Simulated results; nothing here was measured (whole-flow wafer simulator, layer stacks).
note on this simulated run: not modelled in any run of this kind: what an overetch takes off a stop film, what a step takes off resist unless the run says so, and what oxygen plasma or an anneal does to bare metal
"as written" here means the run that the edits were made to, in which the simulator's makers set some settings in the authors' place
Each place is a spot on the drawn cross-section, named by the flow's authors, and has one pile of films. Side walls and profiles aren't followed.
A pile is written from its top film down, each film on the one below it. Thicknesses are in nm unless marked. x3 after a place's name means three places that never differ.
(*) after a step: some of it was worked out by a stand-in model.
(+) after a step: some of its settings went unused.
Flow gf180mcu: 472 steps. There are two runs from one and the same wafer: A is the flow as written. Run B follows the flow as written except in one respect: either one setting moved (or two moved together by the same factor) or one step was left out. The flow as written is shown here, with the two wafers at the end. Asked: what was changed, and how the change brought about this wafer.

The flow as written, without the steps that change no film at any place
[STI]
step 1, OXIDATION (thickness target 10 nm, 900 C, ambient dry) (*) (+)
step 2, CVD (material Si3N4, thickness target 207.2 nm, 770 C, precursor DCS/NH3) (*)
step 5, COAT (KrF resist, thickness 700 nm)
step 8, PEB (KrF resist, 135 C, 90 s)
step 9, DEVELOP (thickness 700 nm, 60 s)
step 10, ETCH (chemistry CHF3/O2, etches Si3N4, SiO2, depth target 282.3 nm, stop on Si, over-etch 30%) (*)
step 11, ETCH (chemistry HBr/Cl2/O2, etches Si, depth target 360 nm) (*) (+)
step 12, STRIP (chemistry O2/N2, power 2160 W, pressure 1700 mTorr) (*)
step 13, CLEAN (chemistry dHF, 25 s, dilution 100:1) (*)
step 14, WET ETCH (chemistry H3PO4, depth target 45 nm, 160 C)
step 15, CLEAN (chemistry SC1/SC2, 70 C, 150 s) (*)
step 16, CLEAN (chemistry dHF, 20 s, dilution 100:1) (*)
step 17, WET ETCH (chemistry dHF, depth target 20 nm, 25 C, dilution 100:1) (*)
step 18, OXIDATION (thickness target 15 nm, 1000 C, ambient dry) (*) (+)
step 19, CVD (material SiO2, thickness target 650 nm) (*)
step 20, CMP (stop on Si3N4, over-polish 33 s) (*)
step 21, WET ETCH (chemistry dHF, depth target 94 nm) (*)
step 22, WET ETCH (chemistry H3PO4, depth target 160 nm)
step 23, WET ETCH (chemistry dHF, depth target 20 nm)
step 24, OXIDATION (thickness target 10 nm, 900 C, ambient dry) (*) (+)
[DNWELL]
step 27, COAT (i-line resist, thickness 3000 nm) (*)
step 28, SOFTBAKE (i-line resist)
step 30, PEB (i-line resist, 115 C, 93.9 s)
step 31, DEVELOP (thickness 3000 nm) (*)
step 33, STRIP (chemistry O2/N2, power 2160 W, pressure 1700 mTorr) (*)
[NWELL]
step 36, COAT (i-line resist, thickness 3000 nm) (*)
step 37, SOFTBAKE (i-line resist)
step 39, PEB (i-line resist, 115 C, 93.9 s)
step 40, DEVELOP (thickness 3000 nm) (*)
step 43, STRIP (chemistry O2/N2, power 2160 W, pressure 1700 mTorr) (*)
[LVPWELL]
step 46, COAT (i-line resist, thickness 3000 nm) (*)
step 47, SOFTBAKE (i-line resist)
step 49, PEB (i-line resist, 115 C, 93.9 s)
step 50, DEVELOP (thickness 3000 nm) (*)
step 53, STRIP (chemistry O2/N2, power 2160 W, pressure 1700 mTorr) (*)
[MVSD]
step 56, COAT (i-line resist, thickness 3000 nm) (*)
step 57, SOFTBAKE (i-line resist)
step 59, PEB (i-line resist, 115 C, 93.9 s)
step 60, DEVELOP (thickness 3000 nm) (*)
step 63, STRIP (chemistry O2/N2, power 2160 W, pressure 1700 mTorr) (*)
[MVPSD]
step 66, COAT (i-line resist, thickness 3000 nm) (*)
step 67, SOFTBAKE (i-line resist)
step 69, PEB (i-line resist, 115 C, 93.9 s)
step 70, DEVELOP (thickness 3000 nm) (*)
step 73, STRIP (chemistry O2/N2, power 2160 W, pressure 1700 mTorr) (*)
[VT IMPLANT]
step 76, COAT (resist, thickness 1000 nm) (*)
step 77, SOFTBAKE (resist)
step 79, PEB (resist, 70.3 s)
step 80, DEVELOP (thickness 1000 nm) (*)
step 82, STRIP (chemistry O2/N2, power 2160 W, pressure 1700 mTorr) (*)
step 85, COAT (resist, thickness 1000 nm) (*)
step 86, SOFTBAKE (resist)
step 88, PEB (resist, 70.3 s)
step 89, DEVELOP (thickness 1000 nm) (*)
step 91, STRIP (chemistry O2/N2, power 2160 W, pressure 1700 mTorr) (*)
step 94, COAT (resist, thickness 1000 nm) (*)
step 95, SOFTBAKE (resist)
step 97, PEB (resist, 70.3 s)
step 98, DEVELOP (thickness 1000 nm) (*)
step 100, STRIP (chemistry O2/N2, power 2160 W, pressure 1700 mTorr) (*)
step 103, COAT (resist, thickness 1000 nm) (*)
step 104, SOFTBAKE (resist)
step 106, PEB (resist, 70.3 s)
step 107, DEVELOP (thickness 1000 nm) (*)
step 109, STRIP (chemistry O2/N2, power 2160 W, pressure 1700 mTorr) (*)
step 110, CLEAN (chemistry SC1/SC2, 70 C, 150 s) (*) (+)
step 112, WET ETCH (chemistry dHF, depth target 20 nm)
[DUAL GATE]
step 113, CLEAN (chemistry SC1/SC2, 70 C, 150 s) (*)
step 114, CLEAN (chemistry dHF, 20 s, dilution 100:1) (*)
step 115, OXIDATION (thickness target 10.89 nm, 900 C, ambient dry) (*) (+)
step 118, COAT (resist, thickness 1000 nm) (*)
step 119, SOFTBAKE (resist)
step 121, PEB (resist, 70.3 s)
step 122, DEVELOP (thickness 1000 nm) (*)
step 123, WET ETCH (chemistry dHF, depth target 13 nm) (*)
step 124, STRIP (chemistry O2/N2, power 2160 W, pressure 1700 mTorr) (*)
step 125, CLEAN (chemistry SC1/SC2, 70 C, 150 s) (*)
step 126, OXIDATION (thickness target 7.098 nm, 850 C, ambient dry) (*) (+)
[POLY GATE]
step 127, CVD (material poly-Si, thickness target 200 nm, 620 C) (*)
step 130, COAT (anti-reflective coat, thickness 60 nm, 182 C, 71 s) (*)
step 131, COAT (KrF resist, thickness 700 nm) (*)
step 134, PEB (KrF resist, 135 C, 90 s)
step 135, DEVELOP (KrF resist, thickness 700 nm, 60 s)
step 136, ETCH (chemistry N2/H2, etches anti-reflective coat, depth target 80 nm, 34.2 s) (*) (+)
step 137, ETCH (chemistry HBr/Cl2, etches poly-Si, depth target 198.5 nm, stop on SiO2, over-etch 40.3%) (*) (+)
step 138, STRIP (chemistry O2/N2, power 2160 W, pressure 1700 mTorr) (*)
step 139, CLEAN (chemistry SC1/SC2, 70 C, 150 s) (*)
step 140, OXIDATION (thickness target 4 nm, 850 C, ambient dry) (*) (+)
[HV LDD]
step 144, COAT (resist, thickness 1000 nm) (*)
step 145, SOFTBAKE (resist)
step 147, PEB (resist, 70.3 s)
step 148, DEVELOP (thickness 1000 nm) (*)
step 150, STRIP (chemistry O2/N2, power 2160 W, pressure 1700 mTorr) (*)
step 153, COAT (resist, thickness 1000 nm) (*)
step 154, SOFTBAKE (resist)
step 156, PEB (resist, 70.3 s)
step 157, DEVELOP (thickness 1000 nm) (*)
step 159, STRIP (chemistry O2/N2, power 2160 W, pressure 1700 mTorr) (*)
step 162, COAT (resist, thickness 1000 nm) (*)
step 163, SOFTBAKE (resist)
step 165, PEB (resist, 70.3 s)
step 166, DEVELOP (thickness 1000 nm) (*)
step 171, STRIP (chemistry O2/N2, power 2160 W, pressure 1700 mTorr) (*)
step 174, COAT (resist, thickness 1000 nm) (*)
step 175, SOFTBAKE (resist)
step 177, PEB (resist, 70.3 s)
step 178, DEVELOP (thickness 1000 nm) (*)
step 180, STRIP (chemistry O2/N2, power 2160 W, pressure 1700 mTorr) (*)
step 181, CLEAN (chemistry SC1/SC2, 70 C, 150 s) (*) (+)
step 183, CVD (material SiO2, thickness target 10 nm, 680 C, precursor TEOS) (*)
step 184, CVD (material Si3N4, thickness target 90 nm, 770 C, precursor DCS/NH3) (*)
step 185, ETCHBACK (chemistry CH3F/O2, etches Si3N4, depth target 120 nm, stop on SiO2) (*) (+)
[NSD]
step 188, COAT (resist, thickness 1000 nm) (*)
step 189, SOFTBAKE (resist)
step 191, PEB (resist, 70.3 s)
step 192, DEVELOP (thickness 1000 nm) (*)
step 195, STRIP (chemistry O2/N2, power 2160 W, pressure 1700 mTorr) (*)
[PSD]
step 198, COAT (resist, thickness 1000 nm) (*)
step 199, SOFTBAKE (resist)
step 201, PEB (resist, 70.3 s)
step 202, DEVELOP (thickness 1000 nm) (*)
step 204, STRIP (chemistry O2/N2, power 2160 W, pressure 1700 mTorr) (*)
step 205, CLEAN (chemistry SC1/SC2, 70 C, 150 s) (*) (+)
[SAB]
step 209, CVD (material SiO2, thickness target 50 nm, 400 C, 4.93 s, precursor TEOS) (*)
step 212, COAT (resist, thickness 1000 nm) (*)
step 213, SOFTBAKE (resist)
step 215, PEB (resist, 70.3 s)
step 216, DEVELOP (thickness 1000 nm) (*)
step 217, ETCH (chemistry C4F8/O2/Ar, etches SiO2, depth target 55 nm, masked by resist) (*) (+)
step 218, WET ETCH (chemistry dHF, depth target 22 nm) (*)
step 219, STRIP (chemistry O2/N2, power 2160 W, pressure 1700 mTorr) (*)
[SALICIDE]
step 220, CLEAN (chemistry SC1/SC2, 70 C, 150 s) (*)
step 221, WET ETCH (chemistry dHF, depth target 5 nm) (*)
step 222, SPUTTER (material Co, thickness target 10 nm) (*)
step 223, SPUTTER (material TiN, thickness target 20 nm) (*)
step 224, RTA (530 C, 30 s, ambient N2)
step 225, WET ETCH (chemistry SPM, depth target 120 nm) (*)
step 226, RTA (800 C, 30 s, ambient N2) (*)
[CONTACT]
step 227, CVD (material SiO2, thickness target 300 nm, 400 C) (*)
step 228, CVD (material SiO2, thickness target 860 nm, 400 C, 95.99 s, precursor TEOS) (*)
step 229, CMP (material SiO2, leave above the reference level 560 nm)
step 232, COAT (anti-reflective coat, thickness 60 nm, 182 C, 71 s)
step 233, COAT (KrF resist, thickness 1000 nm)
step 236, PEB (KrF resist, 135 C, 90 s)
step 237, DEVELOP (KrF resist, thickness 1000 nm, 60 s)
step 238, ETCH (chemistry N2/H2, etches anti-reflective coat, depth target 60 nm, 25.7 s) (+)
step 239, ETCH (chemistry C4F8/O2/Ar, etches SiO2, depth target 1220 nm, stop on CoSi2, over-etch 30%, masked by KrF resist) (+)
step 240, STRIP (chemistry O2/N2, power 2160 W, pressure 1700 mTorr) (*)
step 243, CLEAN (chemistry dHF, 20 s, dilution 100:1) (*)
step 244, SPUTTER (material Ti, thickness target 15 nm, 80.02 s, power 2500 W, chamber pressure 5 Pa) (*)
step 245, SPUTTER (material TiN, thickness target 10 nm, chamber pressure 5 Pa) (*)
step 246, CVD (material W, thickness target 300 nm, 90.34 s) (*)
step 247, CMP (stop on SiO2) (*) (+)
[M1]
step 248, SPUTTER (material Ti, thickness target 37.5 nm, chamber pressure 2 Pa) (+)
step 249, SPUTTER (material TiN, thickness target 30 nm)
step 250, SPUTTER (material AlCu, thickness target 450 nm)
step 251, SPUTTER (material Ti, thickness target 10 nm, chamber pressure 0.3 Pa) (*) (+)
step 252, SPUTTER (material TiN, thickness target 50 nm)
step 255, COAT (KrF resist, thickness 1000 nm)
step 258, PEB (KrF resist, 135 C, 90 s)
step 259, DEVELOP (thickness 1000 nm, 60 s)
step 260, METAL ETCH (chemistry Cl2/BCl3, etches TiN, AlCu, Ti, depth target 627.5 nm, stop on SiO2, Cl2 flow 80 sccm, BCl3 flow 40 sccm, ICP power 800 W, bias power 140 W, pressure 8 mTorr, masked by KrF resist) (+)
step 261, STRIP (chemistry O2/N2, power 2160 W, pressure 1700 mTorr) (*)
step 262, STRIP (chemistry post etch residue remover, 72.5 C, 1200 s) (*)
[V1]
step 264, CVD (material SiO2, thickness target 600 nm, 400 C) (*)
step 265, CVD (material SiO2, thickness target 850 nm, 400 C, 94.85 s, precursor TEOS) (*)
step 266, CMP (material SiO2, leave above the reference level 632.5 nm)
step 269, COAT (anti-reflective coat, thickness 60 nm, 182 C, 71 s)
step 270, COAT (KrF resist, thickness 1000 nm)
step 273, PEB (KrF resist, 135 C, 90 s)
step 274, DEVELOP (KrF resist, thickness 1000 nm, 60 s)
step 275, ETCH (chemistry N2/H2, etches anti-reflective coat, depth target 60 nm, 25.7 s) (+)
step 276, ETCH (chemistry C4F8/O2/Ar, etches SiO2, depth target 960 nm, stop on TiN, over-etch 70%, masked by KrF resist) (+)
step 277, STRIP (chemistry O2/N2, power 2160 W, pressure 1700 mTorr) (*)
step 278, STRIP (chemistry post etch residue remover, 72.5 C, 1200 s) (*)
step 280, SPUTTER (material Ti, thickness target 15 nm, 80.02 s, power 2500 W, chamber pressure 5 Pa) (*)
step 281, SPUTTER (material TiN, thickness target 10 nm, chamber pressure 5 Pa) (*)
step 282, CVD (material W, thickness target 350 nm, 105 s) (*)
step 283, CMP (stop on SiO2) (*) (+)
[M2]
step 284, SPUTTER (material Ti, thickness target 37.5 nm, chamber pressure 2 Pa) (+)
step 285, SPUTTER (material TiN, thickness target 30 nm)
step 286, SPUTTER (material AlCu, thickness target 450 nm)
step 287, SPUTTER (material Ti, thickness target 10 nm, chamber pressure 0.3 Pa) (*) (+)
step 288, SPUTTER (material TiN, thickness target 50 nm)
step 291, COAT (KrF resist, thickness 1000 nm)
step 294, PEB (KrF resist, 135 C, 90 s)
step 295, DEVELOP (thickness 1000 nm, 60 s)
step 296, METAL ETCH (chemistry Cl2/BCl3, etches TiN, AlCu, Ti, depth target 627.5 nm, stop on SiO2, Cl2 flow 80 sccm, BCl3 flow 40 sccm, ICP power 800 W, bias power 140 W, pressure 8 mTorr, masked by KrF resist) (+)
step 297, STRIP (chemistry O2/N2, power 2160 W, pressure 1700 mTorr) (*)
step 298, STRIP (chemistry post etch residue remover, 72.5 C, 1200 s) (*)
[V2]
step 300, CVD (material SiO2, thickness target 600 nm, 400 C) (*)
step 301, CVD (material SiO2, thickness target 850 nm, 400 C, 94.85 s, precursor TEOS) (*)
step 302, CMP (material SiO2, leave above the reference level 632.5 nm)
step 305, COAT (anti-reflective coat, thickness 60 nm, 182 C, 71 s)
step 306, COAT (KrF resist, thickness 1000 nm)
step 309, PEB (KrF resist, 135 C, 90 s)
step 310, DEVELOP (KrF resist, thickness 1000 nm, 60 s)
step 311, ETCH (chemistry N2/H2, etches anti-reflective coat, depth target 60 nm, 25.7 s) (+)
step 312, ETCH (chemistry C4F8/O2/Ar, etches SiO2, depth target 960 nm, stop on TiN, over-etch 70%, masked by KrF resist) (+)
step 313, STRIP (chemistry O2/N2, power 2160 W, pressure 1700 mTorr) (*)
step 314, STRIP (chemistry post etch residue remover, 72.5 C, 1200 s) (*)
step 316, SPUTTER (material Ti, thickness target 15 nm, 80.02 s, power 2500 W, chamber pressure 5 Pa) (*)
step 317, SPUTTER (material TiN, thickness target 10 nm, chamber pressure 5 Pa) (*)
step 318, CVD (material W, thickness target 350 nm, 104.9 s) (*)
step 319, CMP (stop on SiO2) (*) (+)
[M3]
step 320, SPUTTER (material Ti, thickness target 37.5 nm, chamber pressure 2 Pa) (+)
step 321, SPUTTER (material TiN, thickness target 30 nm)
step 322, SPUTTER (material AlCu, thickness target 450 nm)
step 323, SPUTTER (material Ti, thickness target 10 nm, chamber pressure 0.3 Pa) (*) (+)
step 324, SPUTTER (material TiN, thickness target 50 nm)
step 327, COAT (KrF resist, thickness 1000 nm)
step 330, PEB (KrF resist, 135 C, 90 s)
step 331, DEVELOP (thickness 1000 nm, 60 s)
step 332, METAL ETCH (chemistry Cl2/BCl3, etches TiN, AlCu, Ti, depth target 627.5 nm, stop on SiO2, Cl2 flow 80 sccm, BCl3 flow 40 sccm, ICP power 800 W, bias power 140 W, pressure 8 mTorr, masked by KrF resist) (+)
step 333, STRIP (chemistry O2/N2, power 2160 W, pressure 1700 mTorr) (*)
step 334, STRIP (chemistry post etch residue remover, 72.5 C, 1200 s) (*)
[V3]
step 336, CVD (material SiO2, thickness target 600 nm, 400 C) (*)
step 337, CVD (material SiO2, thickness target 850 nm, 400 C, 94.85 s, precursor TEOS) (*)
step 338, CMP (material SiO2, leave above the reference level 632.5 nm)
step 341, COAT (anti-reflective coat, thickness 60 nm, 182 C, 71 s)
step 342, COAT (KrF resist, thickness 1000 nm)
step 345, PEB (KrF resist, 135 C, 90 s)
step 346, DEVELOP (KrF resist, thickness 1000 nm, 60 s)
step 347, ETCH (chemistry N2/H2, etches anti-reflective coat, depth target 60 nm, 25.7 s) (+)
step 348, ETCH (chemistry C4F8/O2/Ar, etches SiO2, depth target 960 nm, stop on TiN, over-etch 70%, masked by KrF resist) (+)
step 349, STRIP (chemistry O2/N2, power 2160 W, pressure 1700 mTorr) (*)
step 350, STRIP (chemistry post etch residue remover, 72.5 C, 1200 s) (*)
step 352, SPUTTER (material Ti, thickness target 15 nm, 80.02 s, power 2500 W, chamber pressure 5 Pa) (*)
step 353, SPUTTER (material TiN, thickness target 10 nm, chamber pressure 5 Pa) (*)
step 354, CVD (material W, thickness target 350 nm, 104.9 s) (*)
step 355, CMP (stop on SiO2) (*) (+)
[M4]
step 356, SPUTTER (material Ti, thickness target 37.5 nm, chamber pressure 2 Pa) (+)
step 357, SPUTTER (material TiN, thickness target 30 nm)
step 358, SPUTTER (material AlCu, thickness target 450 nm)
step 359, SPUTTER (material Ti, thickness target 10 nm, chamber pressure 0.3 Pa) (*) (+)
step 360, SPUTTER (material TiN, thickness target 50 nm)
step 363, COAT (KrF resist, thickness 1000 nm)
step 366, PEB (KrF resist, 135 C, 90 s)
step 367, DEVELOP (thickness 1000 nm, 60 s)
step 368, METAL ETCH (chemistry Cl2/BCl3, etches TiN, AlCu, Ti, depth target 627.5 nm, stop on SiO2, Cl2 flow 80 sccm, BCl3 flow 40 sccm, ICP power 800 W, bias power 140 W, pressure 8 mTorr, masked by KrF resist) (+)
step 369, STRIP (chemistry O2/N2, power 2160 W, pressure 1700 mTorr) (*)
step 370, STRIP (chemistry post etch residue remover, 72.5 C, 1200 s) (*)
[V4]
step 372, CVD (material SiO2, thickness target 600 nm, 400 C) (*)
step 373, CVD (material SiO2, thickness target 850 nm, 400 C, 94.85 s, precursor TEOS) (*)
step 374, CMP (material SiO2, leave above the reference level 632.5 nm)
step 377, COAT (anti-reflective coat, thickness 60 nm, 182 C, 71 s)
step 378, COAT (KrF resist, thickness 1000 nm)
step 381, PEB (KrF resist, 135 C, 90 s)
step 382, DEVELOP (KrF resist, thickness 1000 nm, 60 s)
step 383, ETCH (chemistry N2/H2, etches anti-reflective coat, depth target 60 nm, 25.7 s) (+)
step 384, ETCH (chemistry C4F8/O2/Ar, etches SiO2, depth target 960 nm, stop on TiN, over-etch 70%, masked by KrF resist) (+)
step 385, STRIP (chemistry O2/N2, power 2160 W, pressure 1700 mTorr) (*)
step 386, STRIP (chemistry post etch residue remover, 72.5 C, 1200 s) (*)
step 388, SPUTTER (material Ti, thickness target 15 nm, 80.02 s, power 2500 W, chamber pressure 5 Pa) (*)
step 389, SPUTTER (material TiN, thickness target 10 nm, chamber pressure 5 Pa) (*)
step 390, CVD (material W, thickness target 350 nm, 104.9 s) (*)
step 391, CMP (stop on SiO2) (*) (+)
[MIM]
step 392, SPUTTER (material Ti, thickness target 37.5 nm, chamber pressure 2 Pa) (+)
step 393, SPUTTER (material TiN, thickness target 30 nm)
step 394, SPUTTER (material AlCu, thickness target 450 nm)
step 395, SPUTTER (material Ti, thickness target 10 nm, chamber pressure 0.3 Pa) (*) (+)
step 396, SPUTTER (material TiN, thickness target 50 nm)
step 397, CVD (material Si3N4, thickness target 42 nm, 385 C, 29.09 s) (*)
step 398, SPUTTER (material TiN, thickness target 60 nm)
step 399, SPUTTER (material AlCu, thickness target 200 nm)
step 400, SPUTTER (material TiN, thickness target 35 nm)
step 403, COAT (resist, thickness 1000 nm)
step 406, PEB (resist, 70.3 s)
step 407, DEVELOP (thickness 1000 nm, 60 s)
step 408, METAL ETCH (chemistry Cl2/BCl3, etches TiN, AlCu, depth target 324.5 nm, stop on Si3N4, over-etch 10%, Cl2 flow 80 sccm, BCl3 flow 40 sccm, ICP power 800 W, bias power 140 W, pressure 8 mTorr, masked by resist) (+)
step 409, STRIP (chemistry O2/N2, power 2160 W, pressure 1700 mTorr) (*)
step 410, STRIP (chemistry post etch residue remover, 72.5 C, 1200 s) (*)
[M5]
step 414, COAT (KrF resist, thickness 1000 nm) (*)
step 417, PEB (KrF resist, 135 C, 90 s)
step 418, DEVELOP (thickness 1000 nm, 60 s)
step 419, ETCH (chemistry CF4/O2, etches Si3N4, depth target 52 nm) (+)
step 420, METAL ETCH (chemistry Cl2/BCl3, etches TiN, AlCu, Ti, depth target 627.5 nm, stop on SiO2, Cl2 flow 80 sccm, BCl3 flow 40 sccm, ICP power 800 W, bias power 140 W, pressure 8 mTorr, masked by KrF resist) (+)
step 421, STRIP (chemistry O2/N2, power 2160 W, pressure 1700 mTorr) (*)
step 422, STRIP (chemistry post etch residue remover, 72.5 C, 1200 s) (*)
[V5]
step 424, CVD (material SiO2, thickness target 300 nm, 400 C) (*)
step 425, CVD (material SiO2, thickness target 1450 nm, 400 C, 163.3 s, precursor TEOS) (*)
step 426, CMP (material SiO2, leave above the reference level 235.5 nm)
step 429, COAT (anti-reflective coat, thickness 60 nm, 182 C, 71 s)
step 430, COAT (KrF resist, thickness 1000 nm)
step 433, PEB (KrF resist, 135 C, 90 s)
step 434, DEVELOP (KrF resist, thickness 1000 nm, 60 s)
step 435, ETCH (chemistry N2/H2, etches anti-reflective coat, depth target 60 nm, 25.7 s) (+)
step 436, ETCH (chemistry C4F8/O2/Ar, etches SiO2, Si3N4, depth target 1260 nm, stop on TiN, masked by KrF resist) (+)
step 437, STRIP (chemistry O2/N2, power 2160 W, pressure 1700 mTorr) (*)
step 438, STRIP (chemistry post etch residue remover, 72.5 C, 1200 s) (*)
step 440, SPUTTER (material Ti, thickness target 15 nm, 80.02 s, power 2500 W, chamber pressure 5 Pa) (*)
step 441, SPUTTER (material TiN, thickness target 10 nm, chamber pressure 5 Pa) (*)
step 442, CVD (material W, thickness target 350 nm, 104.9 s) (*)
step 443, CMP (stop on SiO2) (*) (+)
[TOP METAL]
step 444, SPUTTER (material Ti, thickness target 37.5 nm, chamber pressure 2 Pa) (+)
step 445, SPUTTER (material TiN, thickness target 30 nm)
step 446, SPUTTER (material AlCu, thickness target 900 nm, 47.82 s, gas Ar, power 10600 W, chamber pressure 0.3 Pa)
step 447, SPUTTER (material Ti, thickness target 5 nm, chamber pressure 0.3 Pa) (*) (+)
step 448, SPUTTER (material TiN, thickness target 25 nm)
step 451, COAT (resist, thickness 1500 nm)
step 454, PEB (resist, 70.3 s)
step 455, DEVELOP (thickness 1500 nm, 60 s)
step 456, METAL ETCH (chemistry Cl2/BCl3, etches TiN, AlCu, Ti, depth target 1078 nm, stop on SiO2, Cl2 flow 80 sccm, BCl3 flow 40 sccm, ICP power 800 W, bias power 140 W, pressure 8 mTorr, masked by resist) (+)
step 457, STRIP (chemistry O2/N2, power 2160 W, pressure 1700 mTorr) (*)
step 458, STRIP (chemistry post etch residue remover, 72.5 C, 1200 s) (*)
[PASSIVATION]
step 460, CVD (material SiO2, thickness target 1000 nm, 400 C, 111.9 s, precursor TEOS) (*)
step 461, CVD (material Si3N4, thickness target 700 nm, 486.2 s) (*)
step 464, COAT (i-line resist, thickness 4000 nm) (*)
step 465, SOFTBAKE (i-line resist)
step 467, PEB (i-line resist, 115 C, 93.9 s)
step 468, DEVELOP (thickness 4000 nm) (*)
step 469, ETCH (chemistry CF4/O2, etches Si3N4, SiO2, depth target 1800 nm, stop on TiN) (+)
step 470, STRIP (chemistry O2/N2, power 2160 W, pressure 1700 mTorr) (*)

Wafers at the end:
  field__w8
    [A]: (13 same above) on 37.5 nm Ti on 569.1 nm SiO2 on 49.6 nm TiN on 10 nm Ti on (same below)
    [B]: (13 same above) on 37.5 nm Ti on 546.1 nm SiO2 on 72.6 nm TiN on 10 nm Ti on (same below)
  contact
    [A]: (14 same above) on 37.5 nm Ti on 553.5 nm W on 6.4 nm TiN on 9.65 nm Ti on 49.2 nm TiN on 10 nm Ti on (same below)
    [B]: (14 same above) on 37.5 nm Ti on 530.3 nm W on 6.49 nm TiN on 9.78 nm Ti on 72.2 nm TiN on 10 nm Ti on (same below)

The reason: step 360, SPUTTER: thickness target 73 nm was run, whereas the flow has thickness target 50 nm.

The path from the change to this, step by step:
  step 360, SPUTTER (material TiN, thickness target 50 nm)
      field, field__w1, field__w2 and 108 more: A +50 TiN (new film) | B +73 TiN (new film)
  step 368, METAL ETCH (chemistry Cl2/BCl3, etches TiN, AlCu, Ti, depth target 627.5 nm, stop on SiO2, Cl2 flow 80 sccm, BCl3 flow 40 sccm, ICP power 800 W, bias power 140 W, pressure 8 mTorr, masked by KrF resist) (+)
      field, field__w1, field__w2 and 103 more: A -50 TiN (all of it), -10 Ti (all of it), -450 AlCu (all of it), -30 TiN (all of it), -37.5 Ti (all of it) | B -73 TiN (all of it), -10 Ti (all of it), -450 AlCu (all of it), -30 TiN (all of it), -37.5 Ti (all of it)
  step 374, CMP (material SiO2, leave above the reference level 632.5 nm)
      field__w8, contact, m1, m1__w1, m1_nw: A -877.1 SiO2 | B -900.1 SiO2
  step 384, ETCH (chemistry C4F8/O2/Ar, etches SiO2, depth target 960 nm, stop on TiN, over-etch 70%, masked by KrF resist) (+)
      field, field__w1, field__w2 and 107 more: A -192 KrF resist | B -186.8 KrF resist
      contact: A -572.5 SiO2 (all of it) | B -549.5 SiO2 (all of it)
  step 390, CVD (material W, thickness target 350 nm, 104.9 s) (*)
      contact: A +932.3 W (new film) | B +909.1 W (new film)
